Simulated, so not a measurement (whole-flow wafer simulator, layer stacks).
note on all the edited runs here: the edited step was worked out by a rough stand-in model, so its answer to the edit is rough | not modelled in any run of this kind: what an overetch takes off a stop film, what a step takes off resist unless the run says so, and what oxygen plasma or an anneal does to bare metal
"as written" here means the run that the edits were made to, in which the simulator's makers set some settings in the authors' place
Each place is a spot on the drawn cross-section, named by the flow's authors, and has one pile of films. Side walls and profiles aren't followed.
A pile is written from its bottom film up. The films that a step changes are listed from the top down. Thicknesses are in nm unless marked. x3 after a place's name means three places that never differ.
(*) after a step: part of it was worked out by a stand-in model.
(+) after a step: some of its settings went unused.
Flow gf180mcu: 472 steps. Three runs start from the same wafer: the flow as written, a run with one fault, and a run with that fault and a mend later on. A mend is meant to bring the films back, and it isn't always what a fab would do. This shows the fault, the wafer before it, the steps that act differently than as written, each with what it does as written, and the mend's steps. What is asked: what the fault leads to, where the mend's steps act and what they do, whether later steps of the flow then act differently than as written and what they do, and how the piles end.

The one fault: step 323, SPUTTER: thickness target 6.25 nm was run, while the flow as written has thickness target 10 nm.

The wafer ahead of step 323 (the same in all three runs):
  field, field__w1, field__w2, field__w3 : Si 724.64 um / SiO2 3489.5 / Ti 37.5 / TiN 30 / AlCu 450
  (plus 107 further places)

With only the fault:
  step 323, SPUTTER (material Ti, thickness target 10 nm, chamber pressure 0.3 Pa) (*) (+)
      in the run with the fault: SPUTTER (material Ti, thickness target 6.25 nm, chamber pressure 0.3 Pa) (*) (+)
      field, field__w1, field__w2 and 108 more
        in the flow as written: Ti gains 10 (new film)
        in the run with the fault: Ti gains 6.25 (new film)
  Later steps of the flow acting differently than as written (not shown: 5 more steps that differ only slightly, by at most 2% or 0.5 nm, whichever is larger):
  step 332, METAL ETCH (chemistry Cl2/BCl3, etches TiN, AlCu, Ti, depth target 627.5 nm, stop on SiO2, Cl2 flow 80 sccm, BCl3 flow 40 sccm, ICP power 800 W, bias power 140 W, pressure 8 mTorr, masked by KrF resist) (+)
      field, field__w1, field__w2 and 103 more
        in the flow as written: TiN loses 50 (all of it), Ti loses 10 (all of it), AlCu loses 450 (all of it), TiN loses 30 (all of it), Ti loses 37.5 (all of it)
        in the run with the fault: TiN loses 50 (all of it), Ti loses 6.25 (all of it), AlCu loses 450 (all of it), TiN loses 30 (all of it), Ti loses 37.5 (all of it)
  The piles end different from the flow's at field__w8, contact, m1, m1__w1, m1_nw by more than 2% or 0.5 nm, whichever is larger.
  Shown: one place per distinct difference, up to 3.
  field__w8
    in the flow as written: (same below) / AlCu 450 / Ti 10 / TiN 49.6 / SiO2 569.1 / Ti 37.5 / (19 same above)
    in the run with the fault: (same below) / AlCu 450 / Ti 6.25 / TiN 49.6 / SiO2 572.9 / Ti 37.5 / (19 same above)
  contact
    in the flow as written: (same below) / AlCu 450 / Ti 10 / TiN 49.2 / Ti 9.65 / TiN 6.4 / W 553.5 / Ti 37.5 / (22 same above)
    in the run with the fault: (same below) / AlCu 450 / Ti 6.25 / TiN 49.2 / Ti 9.63 / TiN 6.39 / W 557.3 / Ti 37.5 / (22 same above)

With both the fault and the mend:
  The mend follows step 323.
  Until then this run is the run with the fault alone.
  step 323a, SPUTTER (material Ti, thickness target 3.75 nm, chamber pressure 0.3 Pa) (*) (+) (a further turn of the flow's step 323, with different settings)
      field, field__w1, field__w2 and 108 more
        Ti gains 3.75
  None of the later steps of the flow acts differently than as written at any place that is followed.
  The piles end the same as the flow's at every place that both follow.
